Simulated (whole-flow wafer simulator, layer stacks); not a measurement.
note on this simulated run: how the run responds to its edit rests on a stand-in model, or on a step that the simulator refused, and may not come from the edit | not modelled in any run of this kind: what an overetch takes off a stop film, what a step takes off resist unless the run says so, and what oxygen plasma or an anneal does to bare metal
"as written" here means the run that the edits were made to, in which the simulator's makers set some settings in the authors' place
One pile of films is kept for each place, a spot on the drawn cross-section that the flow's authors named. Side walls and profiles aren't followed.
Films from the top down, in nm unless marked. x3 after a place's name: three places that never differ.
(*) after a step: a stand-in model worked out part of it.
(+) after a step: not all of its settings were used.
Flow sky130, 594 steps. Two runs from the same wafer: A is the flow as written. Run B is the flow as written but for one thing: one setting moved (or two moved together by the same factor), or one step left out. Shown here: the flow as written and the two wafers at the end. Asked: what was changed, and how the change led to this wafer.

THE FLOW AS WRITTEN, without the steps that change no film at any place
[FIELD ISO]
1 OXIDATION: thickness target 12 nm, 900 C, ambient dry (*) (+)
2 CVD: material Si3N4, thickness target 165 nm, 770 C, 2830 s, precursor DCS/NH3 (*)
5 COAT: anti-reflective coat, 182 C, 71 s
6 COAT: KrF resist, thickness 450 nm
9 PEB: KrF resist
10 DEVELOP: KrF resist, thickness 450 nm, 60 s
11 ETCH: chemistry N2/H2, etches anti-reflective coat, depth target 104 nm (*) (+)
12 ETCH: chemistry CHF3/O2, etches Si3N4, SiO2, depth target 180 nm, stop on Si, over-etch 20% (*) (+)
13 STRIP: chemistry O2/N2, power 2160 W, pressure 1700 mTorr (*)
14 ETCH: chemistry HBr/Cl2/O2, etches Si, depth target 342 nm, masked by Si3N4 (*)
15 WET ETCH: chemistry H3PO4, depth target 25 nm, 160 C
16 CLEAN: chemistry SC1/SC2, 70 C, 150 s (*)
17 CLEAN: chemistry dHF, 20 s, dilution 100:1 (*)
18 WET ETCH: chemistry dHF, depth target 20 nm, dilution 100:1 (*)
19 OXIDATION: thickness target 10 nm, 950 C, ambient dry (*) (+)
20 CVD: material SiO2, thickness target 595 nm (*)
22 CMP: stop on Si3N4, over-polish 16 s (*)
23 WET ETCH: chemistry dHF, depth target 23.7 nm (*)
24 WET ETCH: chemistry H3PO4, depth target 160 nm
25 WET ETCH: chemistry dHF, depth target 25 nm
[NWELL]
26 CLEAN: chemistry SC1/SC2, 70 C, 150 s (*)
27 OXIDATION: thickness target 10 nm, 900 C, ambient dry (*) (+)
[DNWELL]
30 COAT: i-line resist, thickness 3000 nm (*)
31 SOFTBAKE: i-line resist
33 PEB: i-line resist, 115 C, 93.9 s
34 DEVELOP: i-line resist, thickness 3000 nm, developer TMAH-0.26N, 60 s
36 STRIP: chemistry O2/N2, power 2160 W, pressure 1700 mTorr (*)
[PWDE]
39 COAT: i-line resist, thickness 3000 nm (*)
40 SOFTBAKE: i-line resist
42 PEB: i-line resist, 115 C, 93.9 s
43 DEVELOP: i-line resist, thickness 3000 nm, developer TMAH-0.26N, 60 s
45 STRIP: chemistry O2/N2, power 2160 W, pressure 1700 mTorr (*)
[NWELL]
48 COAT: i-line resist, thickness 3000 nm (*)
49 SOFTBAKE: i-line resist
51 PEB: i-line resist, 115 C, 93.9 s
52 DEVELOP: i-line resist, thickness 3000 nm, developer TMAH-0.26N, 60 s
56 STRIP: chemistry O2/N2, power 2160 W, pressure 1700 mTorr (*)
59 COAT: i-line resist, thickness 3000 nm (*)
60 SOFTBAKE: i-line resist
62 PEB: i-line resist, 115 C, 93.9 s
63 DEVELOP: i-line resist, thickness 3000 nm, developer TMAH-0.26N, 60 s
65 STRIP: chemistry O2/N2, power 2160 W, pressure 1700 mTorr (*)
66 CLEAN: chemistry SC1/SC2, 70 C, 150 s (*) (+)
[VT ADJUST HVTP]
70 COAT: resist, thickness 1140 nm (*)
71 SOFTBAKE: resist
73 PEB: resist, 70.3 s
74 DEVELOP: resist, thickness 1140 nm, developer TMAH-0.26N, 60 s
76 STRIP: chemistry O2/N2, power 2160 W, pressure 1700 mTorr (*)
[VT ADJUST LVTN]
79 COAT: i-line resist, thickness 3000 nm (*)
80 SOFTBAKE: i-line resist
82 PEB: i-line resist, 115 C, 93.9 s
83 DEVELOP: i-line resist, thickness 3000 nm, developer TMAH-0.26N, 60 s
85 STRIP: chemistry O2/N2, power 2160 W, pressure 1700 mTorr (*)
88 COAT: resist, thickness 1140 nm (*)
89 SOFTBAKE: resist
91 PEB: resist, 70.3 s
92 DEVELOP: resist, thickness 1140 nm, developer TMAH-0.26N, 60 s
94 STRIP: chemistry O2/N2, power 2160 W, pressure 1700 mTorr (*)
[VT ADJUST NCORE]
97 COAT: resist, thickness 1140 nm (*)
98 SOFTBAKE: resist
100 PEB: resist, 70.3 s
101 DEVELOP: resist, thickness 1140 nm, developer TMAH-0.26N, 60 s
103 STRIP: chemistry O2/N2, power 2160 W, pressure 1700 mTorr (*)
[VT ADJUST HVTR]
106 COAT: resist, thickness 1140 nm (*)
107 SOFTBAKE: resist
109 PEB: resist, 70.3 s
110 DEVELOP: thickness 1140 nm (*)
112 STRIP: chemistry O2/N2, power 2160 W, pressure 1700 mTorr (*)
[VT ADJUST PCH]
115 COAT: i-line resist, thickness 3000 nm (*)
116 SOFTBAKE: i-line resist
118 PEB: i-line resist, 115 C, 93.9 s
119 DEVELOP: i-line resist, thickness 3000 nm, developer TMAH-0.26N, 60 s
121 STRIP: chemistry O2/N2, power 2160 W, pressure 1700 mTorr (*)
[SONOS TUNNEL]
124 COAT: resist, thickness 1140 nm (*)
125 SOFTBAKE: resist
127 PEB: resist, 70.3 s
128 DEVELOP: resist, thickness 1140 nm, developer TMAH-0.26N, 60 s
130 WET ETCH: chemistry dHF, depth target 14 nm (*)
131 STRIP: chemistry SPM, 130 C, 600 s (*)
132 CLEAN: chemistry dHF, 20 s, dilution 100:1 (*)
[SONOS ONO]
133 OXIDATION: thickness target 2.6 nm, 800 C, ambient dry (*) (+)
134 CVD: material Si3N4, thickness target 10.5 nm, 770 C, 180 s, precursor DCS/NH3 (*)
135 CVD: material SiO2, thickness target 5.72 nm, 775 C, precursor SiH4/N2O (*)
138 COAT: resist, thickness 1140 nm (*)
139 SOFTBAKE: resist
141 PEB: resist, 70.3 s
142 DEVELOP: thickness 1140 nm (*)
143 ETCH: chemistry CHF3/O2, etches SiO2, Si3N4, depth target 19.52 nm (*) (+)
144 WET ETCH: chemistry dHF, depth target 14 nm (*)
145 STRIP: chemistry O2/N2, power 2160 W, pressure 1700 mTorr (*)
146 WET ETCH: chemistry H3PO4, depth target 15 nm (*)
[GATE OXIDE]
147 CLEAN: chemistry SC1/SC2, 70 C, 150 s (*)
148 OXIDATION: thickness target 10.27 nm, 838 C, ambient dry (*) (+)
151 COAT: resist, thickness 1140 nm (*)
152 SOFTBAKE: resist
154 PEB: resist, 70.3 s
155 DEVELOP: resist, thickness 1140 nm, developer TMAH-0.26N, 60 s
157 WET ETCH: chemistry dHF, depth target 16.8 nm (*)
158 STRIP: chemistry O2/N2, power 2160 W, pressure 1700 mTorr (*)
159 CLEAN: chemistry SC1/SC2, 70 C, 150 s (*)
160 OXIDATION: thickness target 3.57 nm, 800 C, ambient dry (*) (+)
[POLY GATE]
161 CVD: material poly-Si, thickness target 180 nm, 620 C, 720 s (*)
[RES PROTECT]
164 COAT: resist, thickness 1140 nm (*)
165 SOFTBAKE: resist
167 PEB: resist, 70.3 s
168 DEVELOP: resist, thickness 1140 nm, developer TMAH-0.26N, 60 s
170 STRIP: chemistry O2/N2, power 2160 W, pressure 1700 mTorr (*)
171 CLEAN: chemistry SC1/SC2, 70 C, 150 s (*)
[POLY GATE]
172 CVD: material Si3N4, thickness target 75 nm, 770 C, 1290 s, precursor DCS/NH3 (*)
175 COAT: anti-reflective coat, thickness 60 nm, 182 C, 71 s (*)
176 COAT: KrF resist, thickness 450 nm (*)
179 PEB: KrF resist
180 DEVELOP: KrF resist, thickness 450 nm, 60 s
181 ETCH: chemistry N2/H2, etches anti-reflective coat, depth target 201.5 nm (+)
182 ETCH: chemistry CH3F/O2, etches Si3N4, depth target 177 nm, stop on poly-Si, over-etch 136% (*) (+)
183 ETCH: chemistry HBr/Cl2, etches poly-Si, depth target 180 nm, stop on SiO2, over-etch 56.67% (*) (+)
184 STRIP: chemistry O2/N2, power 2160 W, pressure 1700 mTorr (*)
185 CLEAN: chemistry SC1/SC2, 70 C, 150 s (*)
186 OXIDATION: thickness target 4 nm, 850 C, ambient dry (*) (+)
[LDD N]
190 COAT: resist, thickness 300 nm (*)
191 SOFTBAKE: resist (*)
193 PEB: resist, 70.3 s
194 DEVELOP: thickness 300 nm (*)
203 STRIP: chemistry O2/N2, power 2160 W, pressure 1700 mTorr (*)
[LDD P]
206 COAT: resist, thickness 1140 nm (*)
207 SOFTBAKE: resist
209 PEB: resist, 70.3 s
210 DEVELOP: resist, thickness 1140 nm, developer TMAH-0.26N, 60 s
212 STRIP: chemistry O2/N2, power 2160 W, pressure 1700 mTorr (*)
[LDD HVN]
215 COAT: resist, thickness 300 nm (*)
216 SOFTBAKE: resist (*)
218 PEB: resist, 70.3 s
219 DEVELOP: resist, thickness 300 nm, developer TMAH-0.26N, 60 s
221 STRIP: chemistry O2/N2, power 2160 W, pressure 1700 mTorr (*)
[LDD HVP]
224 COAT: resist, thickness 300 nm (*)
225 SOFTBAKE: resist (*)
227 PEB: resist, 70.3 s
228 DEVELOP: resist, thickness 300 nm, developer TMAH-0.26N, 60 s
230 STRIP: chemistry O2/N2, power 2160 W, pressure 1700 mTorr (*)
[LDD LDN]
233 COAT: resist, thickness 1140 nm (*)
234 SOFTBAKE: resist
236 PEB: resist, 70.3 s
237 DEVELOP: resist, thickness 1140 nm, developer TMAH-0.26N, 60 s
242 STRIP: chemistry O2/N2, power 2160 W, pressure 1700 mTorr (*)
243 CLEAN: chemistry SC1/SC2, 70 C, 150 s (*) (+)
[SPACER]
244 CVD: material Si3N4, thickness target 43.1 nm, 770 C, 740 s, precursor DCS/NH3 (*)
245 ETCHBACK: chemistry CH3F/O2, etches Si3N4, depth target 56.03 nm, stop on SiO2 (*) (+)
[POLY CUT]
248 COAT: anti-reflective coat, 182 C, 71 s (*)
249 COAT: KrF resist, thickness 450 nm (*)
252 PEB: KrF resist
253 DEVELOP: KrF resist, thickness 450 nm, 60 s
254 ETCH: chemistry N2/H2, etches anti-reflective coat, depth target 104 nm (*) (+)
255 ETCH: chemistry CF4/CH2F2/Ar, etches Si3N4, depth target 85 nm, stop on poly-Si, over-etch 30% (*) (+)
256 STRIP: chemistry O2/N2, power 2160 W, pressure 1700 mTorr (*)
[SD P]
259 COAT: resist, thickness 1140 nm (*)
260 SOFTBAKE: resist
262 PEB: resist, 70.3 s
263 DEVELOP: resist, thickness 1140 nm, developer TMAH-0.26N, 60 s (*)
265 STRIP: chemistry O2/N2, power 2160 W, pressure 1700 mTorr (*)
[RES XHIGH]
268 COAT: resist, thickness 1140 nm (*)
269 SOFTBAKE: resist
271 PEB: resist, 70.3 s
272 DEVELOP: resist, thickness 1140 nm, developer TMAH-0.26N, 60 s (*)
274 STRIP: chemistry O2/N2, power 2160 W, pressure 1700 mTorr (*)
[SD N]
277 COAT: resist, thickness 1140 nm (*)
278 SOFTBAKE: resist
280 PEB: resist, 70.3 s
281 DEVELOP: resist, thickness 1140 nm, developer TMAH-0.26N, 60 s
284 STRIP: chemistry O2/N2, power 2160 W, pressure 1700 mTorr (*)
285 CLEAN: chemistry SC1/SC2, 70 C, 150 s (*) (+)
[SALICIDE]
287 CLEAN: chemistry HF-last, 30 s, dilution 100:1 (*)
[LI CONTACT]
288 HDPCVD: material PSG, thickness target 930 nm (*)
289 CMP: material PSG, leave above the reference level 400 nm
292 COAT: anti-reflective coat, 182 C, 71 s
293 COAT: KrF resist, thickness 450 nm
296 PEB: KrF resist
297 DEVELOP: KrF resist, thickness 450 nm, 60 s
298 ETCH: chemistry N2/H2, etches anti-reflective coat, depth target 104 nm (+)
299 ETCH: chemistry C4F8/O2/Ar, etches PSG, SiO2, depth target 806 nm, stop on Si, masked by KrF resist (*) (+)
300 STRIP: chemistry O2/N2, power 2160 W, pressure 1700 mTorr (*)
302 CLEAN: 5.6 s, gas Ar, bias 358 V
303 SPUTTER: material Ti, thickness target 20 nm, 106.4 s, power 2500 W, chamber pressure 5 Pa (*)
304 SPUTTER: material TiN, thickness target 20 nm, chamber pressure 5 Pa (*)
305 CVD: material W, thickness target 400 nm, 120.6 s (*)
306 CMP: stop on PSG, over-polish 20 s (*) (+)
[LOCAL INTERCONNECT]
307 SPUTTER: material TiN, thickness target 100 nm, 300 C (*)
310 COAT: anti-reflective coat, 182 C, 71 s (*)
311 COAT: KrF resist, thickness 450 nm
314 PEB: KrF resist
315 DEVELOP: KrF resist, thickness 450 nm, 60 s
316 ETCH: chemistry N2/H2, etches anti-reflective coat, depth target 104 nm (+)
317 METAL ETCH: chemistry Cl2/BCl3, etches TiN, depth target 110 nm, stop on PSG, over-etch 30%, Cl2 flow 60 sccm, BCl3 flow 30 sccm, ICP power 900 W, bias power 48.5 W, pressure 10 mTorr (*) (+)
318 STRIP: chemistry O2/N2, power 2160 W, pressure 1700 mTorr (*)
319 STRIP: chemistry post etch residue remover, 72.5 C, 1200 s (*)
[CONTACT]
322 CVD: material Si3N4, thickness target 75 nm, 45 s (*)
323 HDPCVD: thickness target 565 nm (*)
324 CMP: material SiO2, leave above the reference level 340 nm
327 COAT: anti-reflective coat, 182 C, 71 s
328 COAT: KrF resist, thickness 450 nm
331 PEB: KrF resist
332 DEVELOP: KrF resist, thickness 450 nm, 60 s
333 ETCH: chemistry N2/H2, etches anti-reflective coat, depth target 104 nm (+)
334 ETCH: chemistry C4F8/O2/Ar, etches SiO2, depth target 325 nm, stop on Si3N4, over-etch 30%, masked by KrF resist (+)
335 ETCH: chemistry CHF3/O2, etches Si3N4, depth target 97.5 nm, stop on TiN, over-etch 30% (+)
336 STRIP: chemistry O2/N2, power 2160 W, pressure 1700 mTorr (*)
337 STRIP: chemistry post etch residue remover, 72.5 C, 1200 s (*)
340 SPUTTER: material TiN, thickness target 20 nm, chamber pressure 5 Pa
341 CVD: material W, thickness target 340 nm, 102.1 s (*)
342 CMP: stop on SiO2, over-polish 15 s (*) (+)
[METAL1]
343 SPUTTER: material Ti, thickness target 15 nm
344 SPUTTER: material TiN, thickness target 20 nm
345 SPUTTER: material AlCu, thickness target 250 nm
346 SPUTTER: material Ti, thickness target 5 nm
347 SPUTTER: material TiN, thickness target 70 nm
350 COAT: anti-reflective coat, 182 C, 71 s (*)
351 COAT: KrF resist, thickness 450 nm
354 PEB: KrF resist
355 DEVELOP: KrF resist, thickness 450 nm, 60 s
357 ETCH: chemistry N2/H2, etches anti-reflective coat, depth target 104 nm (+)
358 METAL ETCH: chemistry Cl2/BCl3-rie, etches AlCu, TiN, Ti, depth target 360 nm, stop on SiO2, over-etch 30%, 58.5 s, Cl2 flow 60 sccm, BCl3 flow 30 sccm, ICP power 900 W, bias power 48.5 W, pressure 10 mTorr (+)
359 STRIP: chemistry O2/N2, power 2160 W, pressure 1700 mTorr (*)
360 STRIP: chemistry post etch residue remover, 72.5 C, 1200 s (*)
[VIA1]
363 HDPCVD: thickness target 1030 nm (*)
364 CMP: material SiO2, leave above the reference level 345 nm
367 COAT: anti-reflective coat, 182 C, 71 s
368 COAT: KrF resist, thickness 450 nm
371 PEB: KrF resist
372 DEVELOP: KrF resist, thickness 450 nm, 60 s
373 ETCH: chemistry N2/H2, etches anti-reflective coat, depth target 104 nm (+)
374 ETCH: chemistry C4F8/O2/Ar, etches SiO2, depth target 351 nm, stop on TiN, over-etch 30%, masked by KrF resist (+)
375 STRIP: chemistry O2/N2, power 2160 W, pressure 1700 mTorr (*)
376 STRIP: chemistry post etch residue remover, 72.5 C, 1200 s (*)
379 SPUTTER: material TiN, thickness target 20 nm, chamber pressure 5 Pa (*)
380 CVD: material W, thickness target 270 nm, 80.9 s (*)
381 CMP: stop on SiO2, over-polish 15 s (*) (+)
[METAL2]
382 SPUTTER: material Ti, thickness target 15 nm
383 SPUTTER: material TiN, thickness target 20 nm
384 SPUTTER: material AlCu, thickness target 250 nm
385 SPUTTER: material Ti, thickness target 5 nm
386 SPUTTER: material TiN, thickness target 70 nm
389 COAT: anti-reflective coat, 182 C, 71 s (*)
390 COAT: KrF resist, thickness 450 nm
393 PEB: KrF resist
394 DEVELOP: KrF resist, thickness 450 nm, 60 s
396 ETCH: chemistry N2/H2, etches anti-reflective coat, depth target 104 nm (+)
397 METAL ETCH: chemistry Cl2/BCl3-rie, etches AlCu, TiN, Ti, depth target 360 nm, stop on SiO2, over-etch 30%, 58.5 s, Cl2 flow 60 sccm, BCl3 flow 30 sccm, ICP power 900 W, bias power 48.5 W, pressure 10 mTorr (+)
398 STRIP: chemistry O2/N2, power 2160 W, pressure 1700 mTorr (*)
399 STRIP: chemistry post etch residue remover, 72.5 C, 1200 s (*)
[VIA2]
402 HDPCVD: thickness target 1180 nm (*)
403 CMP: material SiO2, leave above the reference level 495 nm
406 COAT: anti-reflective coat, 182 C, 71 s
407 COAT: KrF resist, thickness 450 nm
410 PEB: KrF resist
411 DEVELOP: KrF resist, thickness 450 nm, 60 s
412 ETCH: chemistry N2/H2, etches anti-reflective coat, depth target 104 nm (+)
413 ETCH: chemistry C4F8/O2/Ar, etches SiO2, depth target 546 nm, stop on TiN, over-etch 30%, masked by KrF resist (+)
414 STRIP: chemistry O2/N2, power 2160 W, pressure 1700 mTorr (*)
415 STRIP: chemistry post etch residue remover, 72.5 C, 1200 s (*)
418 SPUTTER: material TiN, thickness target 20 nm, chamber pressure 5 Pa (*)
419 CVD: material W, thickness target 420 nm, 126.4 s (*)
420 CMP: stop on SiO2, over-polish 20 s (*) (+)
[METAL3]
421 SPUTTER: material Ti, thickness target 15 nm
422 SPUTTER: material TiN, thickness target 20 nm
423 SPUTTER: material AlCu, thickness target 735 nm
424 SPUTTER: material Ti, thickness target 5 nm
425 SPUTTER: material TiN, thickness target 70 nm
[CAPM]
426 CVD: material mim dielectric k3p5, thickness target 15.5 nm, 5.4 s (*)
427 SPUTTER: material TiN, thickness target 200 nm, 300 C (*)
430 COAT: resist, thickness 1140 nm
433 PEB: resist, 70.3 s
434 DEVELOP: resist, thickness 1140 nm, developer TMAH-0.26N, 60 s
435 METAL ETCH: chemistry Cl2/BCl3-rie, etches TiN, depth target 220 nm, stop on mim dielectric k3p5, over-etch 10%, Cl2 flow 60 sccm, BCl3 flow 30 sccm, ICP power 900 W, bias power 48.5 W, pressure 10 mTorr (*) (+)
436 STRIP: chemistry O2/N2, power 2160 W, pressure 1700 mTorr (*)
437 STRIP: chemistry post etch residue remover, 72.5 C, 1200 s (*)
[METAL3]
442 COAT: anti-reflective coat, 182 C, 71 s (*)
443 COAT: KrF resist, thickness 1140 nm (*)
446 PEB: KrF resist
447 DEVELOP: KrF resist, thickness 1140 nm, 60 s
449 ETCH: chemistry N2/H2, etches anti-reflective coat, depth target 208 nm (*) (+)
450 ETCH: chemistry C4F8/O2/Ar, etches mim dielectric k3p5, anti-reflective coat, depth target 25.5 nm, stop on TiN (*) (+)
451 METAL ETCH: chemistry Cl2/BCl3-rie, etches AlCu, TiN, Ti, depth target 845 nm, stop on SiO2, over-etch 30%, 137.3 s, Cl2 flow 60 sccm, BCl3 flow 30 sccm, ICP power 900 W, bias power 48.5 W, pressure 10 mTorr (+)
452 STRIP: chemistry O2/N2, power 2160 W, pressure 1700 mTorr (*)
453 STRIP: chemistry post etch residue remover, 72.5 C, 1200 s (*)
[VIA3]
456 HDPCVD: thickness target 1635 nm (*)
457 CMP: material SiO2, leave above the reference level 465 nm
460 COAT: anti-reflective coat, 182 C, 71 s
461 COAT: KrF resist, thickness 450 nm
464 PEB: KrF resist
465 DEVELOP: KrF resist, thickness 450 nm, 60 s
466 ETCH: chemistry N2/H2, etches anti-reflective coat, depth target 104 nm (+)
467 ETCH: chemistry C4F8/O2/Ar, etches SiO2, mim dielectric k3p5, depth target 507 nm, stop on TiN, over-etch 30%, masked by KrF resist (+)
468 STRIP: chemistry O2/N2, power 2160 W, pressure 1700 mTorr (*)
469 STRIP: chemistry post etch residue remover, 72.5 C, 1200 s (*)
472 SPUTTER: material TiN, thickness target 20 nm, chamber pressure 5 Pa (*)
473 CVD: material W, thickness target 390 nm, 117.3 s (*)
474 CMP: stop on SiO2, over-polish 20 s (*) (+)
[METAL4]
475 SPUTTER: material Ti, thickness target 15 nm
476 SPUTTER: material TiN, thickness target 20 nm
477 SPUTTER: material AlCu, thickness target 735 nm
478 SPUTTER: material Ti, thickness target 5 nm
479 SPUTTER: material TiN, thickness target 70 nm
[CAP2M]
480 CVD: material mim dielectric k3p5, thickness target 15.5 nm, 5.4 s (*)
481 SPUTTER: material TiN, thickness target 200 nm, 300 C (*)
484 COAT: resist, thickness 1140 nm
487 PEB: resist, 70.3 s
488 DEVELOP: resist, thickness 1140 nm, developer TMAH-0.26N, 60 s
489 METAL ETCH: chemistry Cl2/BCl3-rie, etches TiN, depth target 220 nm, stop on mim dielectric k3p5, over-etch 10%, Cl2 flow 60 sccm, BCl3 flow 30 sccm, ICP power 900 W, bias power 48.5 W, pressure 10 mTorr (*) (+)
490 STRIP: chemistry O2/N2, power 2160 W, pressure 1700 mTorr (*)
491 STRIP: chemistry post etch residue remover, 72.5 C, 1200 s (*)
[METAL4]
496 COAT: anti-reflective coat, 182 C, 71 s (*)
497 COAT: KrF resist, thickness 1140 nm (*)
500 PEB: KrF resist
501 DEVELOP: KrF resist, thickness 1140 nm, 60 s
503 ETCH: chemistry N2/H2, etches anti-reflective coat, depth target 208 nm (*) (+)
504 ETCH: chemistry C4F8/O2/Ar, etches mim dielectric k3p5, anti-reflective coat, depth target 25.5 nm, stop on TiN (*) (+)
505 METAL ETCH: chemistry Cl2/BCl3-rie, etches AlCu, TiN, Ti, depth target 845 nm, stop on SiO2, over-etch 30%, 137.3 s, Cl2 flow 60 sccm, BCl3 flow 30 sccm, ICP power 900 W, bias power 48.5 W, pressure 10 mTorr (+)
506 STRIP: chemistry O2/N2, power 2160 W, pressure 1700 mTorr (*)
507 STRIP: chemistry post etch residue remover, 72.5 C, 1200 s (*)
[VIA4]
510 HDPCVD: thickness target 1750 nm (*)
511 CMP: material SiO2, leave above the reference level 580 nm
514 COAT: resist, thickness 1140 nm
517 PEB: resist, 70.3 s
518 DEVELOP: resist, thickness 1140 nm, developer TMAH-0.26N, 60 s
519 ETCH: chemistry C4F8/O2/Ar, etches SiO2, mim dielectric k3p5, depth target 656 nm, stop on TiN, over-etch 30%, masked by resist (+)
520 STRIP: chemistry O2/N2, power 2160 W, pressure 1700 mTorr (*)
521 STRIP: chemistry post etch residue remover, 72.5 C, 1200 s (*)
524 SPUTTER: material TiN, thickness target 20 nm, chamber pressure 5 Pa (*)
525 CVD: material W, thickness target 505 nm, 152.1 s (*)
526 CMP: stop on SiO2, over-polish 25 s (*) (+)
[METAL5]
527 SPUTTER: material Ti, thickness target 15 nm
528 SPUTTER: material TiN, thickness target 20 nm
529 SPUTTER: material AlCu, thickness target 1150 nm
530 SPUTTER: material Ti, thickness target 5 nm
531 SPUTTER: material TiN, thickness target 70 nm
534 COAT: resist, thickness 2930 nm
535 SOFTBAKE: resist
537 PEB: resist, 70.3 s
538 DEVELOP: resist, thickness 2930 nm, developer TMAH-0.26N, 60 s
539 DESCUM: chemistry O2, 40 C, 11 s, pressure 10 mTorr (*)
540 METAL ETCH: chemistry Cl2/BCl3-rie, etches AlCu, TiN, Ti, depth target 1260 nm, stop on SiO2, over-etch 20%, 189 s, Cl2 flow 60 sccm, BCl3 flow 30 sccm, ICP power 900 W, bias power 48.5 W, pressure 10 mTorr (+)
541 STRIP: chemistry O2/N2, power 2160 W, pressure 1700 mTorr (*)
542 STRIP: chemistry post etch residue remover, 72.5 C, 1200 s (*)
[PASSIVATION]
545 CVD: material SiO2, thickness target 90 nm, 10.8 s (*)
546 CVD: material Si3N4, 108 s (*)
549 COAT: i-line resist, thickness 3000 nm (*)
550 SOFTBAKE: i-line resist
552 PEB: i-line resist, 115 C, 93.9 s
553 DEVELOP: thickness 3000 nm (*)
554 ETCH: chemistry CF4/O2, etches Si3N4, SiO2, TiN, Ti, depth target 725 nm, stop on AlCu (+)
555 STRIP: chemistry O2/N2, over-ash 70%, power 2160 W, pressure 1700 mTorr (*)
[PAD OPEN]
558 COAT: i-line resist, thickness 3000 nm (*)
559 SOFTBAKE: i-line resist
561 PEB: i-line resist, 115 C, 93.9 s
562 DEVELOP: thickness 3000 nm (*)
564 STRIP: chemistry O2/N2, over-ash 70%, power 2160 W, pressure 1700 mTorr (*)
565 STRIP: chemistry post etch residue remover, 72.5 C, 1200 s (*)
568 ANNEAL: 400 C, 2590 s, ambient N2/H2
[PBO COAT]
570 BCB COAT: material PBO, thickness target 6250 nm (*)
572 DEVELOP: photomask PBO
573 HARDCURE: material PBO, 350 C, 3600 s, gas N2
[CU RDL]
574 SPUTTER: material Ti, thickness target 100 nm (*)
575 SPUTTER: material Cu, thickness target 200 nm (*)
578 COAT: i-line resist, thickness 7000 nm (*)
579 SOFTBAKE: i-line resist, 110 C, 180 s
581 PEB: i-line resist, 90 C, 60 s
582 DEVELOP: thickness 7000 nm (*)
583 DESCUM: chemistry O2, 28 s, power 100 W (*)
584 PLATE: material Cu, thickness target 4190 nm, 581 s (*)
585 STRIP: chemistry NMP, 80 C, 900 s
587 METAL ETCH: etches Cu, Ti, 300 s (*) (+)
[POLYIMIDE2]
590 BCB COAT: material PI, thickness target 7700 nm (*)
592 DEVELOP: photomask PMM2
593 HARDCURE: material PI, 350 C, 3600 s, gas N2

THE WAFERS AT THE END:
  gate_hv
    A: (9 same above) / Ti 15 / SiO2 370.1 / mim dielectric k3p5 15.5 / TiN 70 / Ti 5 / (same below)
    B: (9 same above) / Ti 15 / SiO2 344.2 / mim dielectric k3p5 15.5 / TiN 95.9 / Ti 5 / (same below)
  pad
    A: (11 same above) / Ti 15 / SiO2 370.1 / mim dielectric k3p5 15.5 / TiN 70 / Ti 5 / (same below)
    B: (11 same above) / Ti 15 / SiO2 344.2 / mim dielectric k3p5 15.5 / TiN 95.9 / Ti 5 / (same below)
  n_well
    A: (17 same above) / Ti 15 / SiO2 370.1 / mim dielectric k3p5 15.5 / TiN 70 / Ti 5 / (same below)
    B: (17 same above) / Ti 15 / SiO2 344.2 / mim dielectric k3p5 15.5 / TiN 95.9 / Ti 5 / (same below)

The cause: step 425, SPUTTER: thickness target 95.9 nm was run, where the flow has thickness target 70 nm.
It can be read off the wafer: gate_hv has TiN 95.9, and step 425 as written asks for 70 nm.

How the change led to this, step by step:
  425 SPUTTER: material TiN, thickness target 70 nm
      field, active, n_well and 188 more: A TiN +70 (new film) | B TiN +95.9 (new film)
  451 METAL ETCH: chemistry Cl2/BCl3-rie, etches AlCu, TiN, Ti, depth target 845 nm, stop on SiO2, over-etch 30%, 137.3 s, Cl2 flow 60 sccm, BCl3 flow 30 sccm, ICP power 900 W, bias power 48.5 W, pressure 10 mTorr (+)
      field, gate, spacer and 68 more: A TiN -70 (all of it), Ti -5 (all of it), AlCu -735 (all of it), TiN -20 (all of it), Ti -15 (all of it), SiO2 -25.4 | B TiN -95.9 (all of it), Ti -5 (all of it), AlCu -735 (all of it), TiN -20 (all of it), Ti -15 (all of it), SiO2 -22.8
      active, vpp_ln, vpp_iso2 and 11 more: A TiN -70 (all of it), Ti -5 (all of it), AlCu -735 (all of it), TiN -20 (all of it), Ti -15 (all of it), SiO2 -25.3 | B TiN -95.9 (all of it), Ti -5 (all of it), AlCu -735 (all of it), TiN -20 (all of it), Ti -15 (all of it), SiO2 -22.8
  457 CMP: material SiO2, leave above the reference level 465 nm
      n_well, p_well, gate_hv and 99 more: A SiO2 -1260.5 | B SiO2 -1286.4
      m1, via2_hole: A SiO2 -1259.9 | B SiO2 -1285.8
  467 ETCH: chemistry C4F8/O2/Ar, etches SiO2, mim dielectric k3p5, depth target 507 nm, stop on TiN, over-etch 30%, masked by KrF resist (+)
      field, active, n_well and 187 more: A KrF resist -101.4 | B KrF resist -94.7
      m1: A SiO2 -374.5 (all of it), mim dielectric k3p5 -15.5 (all of it) | B SiO2 -348.6 (all of it), mim dielectric k3p5 -15.5 (all of it)
      (and at 1 more place)
  468 STRIP: chemistry O2/N2, power 2160 W, pressure 1700 mTorr (*)
      field, active, n_well and 187 more: A KrF resist -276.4 (all of it), anti-reflective coat -80 (all of it) | B KrF resist -283.2 (all of it), anti-reflective coat -80 (all of it)
  473 CVD: material W, thickness target 390 nm, 117.3 s (*)
      m1: A W +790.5 (new film) | B W +764.2 (new film)
      via3_hole: A W +789.9 (new film) | B W +763.6 (new film)
